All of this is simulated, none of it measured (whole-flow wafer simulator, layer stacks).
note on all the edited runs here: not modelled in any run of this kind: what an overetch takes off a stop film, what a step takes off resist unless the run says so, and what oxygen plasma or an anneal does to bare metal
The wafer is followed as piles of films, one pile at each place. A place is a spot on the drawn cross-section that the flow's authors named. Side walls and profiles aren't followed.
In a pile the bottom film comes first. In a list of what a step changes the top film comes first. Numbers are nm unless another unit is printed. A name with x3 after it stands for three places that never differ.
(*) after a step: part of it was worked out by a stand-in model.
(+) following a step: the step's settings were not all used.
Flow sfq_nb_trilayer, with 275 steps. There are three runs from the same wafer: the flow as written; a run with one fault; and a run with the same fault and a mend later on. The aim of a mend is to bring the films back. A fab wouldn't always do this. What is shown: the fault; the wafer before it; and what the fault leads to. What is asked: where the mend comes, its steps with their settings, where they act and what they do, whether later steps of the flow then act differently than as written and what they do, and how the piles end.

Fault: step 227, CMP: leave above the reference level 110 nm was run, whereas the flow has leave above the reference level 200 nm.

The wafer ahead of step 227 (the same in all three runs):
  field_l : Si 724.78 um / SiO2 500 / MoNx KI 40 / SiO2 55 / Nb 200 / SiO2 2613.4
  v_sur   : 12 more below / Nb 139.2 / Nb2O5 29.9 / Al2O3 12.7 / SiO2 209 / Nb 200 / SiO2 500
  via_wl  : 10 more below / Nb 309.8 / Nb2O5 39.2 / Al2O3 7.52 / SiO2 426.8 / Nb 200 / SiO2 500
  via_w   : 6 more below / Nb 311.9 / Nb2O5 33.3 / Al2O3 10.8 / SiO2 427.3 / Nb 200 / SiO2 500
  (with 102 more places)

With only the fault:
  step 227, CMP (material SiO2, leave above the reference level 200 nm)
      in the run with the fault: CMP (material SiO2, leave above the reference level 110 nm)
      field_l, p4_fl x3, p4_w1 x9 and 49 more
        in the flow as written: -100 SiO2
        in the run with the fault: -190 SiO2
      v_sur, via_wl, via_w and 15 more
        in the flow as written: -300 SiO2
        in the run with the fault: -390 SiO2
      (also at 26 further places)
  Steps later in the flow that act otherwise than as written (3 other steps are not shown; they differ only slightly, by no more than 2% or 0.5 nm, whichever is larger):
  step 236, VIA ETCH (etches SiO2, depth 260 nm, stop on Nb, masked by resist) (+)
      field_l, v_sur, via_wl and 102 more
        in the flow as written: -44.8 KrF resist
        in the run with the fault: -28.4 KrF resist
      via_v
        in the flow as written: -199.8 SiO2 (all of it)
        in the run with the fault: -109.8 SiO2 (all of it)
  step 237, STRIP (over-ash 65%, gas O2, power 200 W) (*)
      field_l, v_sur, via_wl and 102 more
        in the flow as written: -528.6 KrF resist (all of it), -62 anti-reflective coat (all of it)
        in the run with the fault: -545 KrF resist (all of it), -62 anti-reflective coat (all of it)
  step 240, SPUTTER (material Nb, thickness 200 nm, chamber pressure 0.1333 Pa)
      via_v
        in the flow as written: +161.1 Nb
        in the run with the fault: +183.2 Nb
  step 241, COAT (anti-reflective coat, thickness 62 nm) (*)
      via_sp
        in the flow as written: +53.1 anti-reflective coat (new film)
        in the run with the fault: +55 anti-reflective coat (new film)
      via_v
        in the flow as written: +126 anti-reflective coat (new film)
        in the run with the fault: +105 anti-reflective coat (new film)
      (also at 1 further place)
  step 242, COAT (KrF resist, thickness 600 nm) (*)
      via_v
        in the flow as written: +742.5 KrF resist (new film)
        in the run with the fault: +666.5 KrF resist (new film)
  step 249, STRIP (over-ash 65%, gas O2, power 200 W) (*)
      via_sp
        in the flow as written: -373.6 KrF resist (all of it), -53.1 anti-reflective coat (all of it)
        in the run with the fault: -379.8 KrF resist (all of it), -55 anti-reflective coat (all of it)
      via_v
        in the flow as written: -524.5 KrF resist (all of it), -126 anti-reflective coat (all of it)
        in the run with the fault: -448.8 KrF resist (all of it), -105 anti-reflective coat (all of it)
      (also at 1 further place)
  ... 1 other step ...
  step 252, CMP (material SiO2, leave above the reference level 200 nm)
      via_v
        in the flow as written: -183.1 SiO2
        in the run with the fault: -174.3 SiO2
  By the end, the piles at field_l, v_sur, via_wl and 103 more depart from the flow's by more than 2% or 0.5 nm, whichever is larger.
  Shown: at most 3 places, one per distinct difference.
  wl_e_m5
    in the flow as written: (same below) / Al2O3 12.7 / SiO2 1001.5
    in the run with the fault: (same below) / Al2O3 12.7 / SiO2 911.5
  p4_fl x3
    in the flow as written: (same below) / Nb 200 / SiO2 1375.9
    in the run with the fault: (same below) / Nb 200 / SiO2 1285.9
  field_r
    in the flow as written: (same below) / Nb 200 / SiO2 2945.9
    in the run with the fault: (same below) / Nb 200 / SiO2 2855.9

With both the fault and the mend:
  After step 228 comes the mend.
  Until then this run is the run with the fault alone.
  step 228a, PECVD (material SiO2, thickness 90 nm, 150 C, 20 s, RF power 183.3 W, pressure 2.4 Torr, precursor SiH4/N2O) (the flow's step 226, run once more with other settings)
      field_l, v_sur, via_wl and 103 more
        +90 SiO2
  None of the later steps of the flow differs from how it acts as written, at any place that is followed, by more than 2% or 0.5 nm, whichever is larger.
  At every place that both follow, the piles at the end match the flow's.
